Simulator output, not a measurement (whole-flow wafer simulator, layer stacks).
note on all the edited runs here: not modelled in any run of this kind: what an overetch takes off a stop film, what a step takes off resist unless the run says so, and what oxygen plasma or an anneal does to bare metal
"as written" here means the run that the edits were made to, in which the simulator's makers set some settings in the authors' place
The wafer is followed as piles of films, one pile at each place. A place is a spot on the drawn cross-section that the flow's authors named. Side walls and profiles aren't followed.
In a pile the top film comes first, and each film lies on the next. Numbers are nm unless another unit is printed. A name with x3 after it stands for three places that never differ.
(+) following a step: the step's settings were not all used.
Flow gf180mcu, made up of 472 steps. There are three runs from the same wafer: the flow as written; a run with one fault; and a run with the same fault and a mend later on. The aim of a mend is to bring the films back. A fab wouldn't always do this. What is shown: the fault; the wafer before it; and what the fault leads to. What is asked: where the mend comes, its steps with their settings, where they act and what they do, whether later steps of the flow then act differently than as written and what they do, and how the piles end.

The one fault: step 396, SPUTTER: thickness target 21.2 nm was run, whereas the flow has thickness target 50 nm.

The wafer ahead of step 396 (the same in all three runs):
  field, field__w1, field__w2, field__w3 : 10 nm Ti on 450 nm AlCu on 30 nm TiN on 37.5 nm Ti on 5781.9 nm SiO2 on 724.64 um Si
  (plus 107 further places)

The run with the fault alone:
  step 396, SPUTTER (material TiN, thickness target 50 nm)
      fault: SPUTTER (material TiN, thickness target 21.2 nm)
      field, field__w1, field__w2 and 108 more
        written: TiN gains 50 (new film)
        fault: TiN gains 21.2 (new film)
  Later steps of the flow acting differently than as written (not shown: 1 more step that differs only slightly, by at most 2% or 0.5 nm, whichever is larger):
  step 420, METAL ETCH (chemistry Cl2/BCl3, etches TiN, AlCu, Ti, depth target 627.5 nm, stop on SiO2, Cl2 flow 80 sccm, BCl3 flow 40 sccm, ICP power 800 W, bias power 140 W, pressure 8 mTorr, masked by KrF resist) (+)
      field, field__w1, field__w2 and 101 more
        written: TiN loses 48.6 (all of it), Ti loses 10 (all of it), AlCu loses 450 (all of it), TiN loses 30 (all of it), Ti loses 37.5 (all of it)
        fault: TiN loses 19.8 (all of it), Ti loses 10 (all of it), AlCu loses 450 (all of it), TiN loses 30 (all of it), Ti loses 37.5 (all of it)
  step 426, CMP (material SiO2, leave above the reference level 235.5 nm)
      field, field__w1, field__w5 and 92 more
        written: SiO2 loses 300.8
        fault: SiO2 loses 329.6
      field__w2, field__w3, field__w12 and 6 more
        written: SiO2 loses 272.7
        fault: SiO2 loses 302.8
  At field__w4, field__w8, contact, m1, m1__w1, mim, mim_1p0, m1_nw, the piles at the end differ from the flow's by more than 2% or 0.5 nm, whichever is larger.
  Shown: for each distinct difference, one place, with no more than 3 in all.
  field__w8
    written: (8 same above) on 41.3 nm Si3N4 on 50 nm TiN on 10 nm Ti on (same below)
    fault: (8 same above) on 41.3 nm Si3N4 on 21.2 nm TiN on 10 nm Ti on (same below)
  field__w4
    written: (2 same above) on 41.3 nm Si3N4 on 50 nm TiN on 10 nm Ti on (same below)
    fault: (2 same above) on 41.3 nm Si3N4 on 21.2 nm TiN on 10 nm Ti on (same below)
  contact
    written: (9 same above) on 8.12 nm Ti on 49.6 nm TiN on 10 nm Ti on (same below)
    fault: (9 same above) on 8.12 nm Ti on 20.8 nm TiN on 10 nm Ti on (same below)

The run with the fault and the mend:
  The mend follows step 396.
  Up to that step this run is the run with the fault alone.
  step 396a, SPUTTER (material TiN, thickness target 28.8 nm) (the flow's step 396, run once more with other settings)
      field, field__w1, field__w2 and 108 more
        TiN gains 28.8
  Later steps of the flow that are run all act as written at every place that is followed.
  At every place that both follow, the piles at the end match the flow's.
